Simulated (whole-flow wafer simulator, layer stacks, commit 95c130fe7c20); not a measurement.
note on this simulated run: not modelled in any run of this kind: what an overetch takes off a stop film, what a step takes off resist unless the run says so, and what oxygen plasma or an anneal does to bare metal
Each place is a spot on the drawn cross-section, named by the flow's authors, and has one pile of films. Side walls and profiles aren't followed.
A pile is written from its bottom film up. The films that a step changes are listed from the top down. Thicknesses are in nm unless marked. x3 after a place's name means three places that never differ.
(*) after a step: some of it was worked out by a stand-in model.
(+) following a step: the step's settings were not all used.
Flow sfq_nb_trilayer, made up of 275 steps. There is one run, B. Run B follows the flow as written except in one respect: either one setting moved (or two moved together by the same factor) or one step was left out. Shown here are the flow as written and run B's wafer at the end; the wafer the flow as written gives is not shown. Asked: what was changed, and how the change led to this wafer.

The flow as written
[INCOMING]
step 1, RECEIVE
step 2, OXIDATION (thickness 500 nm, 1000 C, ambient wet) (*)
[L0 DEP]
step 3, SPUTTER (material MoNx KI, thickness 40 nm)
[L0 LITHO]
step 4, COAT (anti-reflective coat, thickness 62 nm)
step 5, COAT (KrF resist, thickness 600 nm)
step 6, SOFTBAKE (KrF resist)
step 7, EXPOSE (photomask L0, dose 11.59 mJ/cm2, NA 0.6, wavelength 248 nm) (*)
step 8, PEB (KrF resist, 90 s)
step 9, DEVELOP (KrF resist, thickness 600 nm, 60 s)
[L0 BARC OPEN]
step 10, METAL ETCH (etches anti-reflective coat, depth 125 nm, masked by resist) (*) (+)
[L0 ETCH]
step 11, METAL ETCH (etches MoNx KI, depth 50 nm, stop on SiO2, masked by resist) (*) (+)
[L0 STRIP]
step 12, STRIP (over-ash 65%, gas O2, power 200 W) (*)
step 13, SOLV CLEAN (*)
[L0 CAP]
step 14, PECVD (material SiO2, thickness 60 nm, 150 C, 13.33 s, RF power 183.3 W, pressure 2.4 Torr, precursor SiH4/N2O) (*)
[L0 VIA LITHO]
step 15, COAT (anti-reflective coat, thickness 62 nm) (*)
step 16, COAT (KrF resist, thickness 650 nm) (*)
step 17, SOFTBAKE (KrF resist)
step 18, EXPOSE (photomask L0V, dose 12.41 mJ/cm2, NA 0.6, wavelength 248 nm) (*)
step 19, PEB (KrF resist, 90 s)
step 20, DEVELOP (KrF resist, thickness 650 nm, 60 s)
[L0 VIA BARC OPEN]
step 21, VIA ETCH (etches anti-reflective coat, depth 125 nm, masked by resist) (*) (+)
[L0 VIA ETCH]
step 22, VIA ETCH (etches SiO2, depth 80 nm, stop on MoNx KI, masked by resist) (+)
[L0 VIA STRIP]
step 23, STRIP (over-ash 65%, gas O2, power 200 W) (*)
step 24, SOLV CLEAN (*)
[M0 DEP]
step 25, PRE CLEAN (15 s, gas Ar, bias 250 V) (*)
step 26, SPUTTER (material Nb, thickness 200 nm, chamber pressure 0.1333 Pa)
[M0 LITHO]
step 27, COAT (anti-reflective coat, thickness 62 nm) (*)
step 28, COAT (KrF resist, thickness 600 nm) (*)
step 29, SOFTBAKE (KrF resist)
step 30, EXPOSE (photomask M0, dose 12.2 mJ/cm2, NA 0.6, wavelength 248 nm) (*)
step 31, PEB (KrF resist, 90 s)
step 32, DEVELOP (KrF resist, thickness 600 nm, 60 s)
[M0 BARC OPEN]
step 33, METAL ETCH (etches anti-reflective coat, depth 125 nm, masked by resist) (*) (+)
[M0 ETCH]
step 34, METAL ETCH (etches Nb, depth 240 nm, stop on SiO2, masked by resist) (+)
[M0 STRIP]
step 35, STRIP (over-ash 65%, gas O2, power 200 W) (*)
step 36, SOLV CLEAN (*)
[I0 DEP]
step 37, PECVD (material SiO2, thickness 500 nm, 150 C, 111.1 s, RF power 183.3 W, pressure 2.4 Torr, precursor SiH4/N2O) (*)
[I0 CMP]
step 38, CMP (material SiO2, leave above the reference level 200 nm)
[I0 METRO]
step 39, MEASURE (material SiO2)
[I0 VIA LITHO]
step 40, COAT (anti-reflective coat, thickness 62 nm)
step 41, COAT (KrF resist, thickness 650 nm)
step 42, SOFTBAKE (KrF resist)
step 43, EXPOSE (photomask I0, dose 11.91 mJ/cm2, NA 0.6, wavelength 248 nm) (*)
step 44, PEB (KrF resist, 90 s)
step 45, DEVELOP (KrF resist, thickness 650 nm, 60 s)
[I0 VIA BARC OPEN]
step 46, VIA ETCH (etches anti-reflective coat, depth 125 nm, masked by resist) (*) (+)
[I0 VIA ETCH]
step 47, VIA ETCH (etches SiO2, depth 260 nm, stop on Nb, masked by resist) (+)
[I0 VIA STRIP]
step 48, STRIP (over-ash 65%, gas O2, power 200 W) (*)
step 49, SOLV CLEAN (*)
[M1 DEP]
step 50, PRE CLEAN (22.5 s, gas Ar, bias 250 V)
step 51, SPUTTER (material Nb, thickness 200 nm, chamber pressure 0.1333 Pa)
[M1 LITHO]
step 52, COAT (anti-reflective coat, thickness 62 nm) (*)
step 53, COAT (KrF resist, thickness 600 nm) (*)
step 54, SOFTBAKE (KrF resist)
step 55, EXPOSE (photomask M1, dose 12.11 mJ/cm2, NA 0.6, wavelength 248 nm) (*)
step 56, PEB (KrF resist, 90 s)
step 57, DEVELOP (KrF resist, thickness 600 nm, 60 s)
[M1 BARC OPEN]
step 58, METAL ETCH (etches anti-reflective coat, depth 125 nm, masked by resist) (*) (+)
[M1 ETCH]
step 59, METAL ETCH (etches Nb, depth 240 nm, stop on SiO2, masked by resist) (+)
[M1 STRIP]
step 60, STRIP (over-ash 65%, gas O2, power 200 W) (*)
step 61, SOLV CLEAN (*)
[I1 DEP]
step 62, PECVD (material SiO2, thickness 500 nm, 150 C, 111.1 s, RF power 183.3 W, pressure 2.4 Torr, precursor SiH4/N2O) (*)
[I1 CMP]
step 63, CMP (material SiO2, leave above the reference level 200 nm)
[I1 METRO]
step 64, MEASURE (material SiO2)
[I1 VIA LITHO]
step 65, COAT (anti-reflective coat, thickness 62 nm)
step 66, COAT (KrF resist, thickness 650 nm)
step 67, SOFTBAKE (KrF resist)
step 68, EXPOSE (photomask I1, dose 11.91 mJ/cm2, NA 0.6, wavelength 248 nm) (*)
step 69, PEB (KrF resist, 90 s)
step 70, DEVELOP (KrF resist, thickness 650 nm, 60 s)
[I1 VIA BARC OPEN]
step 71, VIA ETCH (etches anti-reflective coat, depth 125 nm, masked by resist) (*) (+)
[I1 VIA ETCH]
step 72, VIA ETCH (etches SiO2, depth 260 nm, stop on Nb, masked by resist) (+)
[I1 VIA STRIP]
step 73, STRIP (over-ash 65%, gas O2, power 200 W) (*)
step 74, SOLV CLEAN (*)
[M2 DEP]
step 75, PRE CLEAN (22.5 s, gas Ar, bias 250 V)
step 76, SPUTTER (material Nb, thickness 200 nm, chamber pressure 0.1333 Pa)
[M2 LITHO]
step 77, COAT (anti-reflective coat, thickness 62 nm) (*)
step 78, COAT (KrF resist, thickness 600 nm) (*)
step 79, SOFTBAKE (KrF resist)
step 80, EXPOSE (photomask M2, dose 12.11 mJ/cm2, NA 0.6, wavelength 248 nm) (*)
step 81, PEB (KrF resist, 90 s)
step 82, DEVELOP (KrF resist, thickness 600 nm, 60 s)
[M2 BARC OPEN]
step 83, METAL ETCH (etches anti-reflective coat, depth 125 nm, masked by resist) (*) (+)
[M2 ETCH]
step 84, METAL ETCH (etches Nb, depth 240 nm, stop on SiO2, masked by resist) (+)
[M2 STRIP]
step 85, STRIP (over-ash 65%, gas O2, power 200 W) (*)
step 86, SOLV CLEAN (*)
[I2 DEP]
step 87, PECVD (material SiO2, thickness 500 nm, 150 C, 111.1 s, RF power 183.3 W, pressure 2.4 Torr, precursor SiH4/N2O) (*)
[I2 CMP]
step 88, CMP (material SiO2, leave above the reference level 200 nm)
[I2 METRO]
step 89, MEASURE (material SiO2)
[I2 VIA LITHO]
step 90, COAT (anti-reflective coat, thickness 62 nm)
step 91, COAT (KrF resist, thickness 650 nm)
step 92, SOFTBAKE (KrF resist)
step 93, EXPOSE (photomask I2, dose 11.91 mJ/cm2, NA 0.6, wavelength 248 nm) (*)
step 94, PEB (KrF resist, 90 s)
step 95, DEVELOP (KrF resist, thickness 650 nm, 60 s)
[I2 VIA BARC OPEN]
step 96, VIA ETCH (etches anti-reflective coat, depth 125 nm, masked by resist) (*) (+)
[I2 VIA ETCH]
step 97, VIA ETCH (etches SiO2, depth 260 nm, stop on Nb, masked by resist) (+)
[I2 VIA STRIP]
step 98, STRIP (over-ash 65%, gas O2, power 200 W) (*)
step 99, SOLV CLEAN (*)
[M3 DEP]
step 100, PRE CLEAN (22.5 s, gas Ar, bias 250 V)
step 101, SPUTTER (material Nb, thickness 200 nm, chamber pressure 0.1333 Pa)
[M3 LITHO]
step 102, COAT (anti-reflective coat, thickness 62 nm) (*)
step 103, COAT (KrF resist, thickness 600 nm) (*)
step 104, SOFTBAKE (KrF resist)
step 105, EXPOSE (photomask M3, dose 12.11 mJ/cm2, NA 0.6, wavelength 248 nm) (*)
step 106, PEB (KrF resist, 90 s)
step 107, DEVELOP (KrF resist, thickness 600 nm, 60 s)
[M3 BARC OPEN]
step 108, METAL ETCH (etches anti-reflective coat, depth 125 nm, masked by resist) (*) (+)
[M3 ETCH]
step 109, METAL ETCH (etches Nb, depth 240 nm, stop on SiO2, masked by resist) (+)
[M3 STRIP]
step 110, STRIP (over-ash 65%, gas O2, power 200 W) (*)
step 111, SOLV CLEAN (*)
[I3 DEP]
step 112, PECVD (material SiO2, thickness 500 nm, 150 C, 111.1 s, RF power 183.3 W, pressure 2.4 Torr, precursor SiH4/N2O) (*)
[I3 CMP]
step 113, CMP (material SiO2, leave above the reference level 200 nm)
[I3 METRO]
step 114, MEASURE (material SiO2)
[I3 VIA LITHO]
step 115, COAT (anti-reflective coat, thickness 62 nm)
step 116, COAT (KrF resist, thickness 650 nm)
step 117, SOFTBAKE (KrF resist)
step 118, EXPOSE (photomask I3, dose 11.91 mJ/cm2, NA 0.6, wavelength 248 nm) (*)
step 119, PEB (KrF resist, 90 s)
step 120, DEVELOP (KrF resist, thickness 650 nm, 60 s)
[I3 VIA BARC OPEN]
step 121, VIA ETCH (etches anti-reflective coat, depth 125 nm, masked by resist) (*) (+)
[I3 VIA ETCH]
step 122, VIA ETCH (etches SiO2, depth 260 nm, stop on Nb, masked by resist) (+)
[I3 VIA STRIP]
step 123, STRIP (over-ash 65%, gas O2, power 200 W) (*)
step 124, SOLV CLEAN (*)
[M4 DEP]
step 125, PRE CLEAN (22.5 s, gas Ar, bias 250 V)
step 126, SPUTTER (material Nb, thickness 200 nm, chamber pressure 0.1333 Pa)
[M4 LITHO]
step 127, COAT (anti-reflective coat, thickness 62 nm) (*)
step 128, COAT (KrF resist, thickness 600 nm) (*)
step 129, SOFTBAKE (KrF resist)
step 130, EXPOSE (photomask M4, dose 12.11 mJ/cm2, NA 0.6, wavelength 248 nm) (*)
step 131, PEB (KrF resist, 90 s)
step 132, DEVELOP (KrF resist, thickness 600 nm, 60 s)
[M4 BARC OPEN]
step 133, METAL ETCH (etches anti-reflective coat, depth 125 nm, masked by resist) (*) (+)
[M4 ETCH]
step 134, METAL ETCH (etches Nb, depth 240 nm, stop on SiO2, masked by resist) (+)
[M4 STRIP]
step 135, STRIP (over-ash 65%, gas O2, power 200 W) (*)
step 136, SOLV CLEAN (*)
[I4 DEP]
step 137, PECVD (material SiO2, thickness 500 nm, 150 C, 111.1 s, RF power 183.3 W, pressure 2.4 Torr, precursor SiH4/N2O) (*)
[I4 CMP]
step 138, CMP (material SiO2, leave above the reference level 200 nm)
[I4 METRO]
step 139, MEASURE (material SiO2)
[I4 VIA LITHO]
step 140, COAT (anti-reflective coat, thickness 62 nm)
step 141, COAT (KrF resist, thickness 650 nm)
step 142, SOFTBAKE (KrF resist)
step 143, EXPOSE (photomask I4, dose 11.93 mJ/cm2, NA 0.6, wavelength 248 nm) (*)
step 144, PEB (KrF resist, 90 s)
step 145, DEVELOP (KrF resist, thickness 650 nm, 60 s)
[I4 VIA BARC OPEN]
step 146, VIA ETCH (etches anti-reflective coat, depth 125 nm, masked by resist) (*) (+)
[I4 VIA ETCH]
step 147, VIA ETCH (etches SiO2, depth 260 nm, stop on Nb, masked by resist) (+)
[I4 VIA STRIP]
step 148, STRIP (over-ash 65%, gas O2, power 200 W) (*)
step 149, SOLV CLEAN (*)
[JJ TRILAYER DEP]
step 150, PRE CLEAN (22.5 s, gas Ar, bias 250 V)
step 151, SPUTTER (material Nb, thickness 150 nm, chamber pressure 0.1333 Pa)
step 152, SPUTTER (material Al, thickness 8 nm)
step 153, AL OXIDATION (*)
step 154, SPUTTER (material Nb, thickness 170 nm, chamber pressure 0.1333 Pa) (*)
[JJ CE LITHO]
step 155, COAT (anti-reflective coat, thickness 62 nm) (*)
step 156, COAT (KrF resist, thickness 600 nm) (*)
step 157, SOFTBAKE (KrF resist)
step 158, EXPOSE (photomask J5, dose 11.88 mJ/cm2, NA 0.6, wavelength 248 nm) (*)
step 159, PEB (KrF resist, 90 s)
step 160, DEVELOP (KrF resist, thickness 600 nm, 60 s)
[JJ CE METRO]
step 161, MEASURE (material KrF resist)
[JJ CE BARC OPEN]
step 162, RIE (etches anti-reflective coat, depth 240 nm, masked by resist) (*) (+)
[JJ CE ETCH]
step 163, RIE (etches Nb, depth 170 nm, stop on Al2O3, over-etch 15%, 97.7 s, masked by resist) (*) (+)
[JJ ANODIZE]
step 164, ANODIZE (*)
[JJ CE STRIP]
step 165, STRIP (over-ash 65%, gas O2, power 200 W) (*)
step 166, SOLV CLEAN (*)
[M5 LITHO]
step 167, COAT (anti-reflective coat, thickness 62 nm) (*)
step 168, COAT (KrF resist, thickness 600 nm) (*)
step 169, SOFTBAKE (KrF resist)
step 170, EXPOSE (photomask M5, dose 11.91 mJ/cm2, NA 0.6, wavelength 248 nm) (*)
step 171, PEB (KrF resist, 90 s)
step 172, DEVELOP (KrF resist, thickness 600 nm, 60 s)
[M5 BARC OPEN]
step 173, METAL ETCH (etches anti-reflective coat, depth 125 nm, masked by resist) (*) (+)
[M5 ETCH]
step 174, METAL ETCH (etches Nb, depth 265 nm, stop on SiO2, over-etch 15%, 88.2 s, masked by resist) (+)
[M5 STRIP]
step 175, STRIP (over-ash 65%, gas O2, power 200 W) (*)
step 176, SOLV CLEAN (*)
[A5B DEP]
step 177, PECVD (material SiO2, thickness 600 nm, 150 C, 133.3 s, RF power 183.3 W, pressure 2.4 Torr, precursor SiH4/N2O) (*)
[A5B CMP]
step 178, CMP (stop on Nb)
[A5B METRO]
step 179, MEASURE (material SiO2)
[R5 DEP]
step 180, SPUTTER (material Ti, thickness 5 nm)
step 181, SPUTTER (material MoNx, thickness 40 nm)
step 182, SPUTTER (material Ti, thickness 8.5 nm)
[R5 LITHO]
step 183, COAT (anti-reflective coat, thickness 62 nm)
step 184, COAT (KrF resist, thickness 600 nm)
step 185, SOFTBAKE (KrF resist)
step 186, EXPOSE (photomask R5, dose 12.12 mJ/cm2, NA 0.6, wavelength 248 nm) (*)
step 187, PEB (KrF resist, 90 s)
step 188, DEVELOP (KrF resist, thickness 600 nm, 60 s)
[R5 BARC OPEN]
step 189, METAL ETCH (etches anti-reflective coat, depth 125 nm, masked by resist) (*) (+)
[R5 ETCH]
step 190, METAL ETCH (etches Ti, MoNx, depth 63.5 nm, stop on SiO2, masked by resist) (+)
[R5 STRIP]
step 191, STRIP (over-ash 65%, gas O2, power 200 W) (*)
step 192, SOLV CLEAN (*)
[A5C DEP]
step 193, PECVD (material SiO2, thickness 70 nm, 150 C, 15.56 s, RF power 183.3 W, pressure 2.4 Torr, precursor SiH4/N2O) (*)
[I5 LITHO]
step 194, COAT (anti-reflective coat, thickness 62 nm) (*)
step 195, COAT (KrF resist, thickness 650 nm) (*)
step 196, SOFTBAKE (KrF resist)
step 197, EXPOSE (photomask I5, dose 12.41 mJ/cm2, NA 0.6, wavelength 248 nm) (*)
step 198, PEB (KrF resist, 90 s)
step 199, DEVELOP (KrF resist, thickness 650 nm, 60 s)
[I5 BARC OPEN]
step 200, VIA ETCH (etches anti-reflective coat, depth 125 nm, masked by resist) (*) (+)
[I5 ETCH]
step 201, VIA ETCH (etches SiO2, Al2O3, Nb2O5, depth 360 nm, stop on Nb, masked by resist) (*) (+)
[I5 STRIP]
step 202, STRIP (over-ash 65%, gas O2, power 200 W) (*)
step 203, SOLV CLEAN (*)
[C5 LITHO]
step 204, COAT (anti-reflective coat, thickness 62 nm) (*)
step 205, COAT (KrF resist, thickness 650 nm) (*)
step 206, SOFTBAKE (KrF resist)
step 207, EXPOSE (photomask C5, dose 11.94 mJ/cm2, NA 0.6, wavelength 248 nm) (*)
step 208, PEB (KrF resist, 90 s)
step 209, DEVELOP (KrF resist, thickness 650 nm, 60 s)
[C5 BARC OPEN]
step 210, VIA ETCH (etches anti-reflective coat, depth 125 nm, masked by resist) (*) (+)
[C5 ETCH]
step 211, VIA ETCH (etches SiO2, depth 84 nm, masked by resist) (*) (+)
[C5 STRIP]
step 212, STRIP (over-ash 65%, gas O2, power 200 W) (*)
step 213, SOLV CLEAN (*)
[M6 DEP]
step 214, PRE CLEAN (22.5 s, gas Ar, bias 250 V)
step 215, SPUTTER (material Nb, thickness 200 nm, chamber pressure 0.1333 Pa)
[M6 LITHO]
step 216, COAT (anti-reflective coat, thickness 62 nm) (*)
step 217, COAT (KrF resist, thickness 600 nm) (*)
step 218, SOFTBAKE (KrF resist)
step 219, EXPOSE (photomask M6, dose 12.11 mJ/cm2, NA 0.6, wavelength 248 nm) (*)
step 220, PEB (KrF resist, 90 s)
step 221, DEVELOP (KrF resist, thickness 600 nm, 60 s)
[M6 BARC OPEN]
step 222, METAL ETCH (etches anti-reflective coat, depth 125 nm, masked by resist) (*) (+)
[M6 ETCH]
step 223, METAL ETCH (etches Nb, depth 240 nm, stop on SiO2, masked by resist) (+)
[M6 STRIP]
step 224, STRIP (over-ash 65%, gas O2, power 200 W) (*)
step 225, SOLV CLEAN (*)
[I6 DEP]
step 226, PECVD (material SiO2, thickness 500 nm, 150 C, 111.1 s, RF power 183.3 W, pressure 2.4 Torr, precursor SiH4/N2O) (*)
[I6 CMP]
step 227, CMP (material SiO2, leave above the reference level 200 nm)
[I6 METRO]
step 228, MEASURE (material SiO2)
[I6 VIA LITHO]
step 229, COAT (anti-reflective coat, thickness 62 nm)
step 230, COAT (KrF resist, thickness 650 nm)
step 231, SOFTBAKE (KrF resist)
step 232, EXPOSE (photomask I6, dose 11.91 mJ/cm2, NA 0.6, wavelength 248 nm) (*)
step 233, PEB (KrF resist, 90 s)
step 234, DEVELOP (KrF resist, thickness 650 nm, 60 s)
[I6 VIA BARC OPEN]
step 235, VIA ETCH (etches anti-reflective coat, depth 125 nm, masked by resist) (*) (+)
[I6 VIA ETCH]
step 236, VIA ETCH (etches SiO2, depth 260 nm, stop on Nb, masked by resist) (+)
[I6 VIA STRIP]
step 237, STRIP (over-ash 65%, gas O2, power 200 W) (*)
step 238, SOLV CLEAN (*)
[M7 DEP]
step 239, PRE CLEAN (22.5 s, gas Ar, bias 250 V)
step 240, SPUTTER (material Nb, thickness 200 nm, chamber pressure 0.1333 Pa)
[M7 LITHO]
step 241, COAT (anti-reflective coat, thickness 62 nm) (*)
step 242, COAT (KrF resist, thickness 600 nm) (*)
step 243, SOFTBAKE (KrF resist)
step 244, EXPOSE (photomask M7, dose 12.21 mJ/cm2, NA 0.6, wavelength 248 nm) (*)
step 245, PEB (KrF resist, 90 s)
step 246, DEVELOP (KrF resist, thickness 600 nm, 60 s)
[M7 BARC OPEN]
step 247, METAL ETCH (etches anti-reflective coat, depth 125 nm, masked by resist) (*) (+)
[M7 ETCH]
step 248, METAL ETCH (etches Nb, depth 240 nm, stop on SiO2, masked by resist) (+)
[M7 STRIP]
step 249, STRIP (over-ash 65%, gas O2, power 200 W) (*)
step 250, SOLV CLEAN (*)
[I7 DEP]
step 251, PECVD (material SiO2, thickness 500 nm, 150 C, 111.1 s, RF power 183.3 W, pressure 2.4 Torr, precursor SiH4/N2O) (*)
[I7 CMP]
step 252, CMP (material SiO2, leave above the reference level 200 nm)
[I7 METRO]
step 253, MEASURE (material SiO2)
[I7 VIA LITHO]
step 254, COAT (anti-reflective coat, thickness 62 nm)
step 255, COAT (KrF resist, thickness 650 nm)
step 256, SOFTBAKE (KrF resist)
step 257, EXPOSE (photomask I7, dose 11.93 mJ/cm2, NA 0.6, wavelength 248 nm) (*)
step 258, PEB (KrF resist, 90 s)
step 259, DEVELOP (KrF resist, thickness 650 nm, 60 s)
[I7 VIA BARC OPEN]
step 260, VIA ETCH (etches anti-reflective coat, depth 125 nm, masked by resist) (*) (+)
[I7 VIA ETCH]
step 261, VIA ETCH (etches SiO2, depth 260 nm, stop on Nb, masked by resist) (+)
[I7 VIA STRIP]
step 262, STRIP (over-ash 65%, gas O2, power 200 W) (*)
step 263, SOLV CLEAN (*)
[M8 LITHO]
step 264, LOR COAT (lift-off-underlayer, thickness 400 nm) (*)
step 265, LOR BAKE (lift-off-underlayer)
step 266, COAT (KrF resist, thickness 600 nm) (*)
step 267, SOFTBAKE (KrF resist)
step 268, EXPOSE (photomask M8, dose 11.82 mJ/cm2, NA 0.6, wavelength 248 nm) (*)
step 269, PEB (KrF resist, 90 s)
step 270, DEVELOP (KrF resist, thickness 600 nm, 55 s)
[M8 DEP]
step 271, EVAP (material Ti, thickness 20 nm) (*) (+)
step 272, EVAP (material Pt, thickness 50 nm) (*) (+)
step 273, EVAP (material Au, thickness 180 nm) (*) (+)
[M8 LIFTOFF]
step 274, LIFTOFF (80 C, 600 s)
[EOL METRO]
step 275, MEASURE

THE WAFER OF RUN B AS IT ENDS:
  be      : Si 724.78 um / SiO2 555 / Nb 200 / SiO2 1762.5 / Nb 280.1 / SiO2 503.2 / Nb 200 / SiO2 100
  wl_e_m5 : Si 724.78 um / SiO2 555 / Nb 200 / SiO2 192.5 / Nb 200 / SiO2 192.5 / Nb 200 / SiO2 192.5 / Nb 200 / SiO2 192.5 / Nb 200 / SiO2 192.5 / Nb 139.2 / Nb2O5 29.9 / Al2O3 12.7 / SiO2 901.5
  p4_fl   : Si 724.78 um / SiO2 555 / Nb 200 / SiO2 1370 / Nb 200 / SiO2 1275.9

What caused this: step 252, CMP: leave above the reference level 100 nm was run, whereas the flow has leave above the reference level 200 nm.
The wafer itself shows it: be has SiO2 100, and step 252 as written asks for 200 nm.

How this came from the change, step by step:
  step 252, CMP (material SiO2, leave above the reference level 200 nm)
      field_l, p4_fl, p4_fm and 56 more: SiO2 loses 200 (in the flow as written it would be: SiO2 loses 100)
      v_sur, via_wl, via_w and 37 more: SiO2 loses 400 (in the flow as written it would be: SiO2 loses 300)
      (and at 7 other places as well)
  step 261, VIA ETCH (etches SiO2, depth 260 nm, stop on Nb, masked by resist) (+)
      field_l, v_sur, via_sp and 100 more: KrF resist loses 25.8 (in the flow as written it would be: KrF resist loses 44.8)
      via_wl, via_w, via_wr: SiO2 loses 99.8 (all of it) (in the flow as written it would be: SiO2 loses 199.8 (all of it))
  step 262, STRIP (over-ash 65%, gas O2, power 200 W) (*)
      field_l, v_sur, via_sp and 100 more: KrF resist loses 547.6 (all of it), anti-reflective coat loses 62 (all of it) (in the flow as written it would be: KrF resist loses 528.6 (all of it), anti-reflective coat loses 62 (all of it))
  step 264, LOR COAT (lift-off-underlayer, thickness 400 nm) (*)
      via_wl, via_wr: lift-off-underlayer gains 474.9 (new film) (in the flow as written it would be: lift-off-underlayer gains 549.8 (new film))
      v_sur: lift-off-underlayer gains 384.7 (new film) (in the flow as written it would be: lift-off-underlayer gains 369.4 (new film))
      (and at 2 other places as well)
  step 266, COAT (KrF resist, thickness 600 nm) (*)
      via_wl: KrF resist gains 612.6 (new film) (in the flow as written it would be: KrF resist gains 625.2 (new film))
      via_w: KrF resist gains 618.4 (new film) (in the flow as written it would be: KrF resist gains 636.8 (new film))
      (and at 1 other place as well)
  step 270, DEVELOP (KrF resist, thickness 600 nm, 55 s)
      v_sur: KrF resist loses 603 (all of it), lift-off-underlayer loses 384.7 (all of it) (in the flow as written it would be: KrF resist loses 607.3 (all of it), lift-off-underlayer loses 369.4 (all of it))
      via_wl: KrF resist loses 611.3 (all of it), lift-off-underlayer loses 474.9 (all of it) (in the flow as written it would be: KrF resist loses 623.9 (all of it), lift-off-underlayer loses 549.8 (all of it))
      (and at 3 other places as well)
